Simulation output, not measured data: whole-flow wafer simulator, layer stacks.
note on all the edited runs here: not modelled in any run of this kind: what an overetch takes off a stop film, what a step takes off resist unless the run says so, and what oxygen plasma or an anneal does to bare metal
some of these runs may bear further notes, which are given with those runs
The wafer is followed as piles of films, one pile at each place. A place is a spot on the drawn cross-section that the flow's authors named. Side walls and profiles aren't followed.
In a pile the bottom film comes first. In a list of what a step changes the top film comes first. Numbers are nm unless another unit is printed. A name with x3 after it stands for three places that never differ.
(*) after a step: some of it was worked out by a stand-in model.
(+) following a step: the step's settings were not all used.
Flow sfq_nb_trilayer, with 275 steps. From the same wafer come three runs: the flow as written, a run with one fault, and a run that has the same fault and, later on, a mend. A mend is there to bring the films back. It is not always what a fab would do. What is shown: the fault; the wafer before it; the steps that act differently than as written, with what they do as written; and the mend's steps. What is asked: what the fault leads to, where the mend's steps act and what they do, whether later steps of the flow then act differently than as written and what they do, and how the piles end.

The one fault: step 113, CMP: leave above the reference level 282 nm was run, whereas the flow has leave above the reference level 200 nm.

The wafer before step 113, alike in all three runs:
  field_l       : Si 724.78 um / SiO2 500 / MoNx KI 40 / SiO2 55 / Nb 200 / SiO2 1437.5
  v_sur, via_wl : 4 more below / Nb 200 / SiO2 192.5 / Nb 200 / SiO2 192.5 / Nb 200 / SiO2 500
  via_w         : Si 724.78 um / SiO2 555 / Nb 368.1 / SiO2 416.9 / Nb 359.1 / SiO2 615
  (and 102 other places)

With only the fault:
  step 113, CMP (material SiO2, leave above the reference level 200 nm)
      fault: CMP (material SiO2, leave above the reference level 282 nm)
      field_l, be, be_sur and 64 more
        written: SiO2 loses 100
        fault: SiO2 loses 18
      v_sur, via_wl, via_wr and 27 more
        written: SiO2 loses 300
        fault: SiO2 loses 218
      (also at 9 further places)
  Steps further on in the flow that do not act as written (not shown: 4 more steps that differ only slightly, by at most 2% or 0.5 nm, whichever is larger):
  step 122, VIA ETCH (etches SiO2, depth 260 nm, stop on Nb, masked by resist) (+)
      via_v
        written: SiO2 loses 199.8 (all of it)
        fault: SiO2 loses 260
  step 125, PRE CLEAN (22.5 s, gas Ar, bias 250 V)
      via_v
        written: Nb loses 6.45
        fault: SiO2 loses 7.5
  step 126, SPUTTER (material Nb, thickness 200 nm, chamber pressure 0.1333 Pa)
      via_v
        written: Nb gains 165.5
        fault: Nb gains 152.6 (new film)
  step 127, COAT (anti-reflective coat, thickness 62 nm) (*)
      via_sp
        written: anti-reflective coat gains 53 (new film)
        fault: anti-reflective coat gains 50.1 (new film)
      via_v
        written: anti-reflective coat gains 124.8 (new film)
        fault: anti-reflective coat gains 128.6 (new film)
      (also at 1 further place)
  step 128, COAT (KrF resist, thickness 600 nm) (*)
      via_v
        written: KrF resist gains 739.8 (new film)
        fault: KrF resist gains 797.5 (new film)
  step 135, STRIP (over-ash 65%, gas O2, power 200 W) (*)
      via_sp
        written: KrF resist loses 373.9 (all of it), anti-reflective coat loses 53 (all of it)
        fault: KrF resist loses 369.8 (all of it), anti-reflective coat loses 50.1 (all of it)
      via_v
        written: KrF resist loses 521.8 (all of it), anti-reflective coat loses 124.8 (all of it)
        fault: KrF resist loses 579.3 (all of it), anti-reflective coat loses 128.6 (all of it)
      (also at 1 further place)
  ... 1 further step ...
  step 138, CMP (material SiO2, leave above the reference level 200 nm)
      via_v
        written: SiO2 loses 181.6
        fault: SiO2 loses 157.1
  The piles end different from the flow's at field_l, v_sur, via_wl and 103 more by more than 2% or 0.5 nm, whichever is larger.
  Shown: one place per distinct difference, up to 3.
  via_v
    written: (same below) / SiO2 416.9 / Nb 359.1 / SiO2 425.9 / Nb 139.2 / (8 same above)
    fault: (same below) / SiO2 416.9 / Nb 200 / SiO2 14.3 / Nb 152.6 / SiO2 500.1 / Nb 139.2 / (8 same above)
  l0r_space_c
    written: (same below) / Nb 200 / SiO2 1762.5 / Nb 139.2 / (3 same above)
    fault: (same below) / Nb 200 / SiO2 1844.5 / Nb 139.2 / (3 same above)
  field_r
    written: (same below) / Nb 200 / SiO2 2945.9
    fault: (same below) / Nb 200 / SiO2 3027.9

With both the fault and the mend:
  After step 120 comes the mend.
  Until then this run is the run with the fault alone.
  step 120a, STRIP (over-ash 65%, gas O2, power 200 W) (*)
      field_l, v_sur, via_wl and 102 more
        KrF resist loses 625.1 (all of it), anti-reflective coat loses 62 (all of it)
      via_v
        anti-reflective coat loses 62 (all of it)
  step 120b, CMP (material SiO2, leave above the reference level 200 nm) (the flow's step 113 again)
      field_l, v_sur, via_wl and 103 more
        SiO2 loses 82
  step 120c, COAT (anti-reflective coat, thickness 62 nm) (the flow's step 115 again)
      field_l, v_sur, via_wl and 103 more
        anti-reflective coat gains 62 (new film)
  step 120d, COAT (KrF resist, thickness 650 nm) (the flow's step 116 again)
      field_l, v_sur, via_wl and 103 more
        KrF resist gains 650 (new film)
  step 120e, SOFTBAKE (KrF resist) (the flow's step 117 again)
      leaves every film unchanged at each place that is followed
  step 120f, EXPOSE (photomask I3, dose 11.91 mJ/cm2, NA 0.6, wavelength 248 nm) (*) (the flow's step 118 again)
      leaves every film unchanged at each place that is followed
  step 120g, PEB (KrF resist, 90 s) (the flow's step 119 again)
      field_l, v_sur, via_wl and 103 more
        KrF resist loses 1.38
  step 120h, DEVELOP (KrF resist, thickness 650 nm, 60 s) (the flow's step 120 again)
      field_l, v_sur, via_wl and 102 more
        KrF resist loses 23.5
      via_v
        KrF resist loses 648.6 (all of it)
  Later steps of the flow that are run all act as written at every place that is followed.
  At every place that both follow, the piles at the end match the flow's.
